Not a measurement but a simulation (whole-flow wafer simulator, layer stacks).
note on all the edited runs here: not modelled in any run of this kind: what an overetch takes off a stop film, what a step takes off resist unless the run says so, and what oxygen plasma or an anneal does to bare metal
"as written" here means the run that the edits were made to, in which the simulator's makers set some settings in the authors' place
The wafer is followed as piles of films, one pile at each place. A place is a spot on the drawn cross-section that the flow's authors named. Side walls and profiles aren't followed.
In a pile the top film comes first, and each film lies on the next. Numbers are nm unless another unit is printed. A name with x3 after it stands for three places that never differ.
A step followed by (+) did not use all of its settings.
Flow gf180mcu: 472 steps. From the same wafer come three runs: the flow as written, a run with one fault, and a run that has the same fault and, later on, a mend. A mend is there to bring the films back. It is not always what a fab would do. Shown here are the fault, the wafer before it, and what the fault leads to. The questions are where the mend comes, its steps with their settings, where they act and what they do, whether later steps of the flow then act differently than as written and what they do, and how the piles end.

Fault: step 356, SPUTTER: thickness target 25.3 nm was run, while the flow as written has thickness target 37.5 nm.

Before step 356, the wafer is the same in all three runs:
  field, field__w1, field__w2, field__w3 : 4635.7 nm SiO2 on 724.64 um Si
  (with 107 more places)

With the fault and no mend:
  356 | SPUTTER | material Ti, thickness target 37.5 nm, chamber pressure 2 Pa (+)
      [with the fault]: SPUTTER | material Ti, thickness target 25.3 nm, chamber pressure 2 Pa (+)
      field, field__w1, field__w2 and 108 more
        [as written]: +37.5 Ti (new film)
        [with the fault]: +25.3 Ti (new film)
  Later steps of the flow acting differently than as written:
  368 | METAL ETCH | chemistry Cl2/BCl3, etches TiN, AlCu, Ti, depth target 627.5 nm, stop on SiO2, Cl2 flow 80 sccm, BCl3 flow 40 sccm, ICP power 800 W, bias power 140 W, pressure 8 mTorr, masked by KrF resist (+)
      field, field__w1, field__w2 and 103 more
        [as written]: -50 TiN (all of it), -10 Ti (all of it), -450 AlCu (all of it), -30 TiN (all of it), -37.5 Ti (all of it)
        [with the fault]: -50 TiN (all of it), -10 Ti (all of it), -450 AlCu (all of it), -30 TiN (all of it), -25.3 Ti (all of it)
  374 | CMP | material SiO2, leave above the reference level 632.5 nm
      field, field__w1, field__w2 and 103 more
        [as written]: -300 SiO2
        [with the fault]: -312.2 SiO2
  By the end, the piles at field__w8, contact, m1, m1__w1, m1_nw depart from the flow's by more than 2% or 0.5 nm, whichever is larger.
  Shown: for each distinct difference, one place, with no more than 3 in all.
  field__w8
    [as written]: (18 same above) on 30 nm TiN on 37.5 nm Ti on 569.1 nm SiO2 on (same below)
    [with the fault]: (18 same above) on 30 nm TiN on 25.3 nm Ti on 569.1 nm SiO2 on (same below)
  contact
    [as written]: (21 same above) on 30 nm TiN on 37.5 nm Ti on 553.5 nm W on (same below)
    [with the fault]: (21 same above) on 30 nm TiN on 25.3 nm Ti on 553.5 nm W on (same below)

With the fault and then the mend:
  The mend stands after step 356.
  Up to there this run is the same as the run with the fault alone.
  356a | SPUTTER | material Ti, thickness target 12.2 nm, chamber pressure 2 Pa (+) (the flow's step 356 again, with other settings)
      field, field__w1, field__w2 and 108 more
        +12.2 Ti
  None of the later steps of the flow acts differently than as written at any place that is followed.
  By the end, the piles equal the flow's at every place that both follow.
